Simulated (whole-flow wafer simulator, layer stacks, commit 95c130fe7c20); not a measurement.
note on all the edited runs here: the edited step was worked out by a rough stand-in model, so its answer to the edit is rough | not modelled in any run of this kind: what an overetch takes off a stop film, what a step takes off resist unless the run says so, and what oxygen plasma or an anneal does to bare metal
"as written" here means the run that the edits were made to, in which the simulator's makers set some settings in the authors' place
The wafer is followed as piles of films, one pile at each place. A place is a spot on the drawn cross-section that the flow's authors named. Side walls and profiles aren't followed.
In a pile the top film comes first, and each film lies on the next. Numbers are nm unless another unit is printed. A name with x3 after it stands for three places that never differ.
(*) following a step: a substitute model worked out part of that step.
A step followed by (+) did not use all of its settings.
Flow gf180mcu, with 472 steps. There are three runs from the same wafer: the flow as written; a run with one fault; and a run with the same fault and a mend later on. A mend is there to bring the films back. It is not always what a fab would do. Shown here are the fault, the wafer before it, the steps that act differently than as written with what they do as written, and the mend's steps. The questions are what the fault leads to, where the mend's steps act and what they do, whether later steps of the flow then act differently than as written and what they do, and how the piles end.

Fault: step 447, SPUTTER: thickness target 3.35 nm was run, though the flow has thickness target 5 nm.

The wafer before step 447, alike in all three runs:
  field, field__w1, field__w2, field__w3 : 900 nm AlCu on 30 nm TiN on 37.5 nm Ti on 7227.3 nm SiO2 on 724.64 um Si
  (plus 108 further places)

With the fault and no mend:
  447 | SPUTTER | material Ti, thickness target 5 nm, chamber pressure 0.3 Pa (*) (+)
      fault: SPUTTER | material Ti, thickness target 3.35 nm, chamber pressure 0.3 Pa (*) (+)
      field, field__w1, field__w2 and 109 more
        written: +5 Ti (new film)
        fault: +3.35 Ti (new film)
  Steps further on in the flow that do not act as written (4 more steps, not shown, differ only slightly: by at most 2% or 0.5 nm, whichever is larger):
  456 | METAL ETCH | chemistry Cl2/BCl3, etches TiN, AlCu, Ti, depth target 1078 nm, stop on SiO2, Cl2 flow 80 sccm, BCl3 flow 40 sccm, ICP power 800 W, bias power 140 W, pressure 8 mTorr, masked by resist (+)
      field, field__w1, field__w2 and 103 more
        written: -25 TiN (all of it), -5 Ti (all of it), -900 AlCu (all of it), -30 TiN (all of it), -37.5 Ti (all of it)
        fault: -25 TiN (all of it), -3.35 Ti (all of it), -900 AlCu (all of it), -30 TiN (all of it), -37.5 Ti (all of it)
  At field__w8, contact, m1, m1__w1, pad, m1_nw, the piles at the end differ from the flow's by more than 2% or 0.5 nm, whichever is larger.
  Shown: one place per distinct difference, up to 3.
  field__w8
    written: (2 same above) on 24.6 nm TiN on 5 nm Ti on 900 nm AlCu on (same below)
    fault: (2 same above) on 24.6 nm TiN on 3.35 nm Ti on 900 nm AlCu on (same below)
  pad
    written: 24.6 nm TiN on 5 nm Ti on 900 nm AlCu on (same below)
    fault: 24.6 nm TiN on 3.35 nm Ti on 900 nm AlCu on (same below)

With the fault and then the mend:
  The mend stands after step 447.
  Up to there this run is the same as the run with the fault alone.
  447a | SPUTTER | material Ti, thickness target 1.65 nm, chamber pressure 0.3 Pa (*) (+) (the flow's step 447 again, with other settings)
      field, field__w1, field__w2 and 109 more
        +1.65 Ti
  Later steps of the flow that are run all act as written at every place that is followed.
  By the end, the piles equal the flow's at every place that both follow.
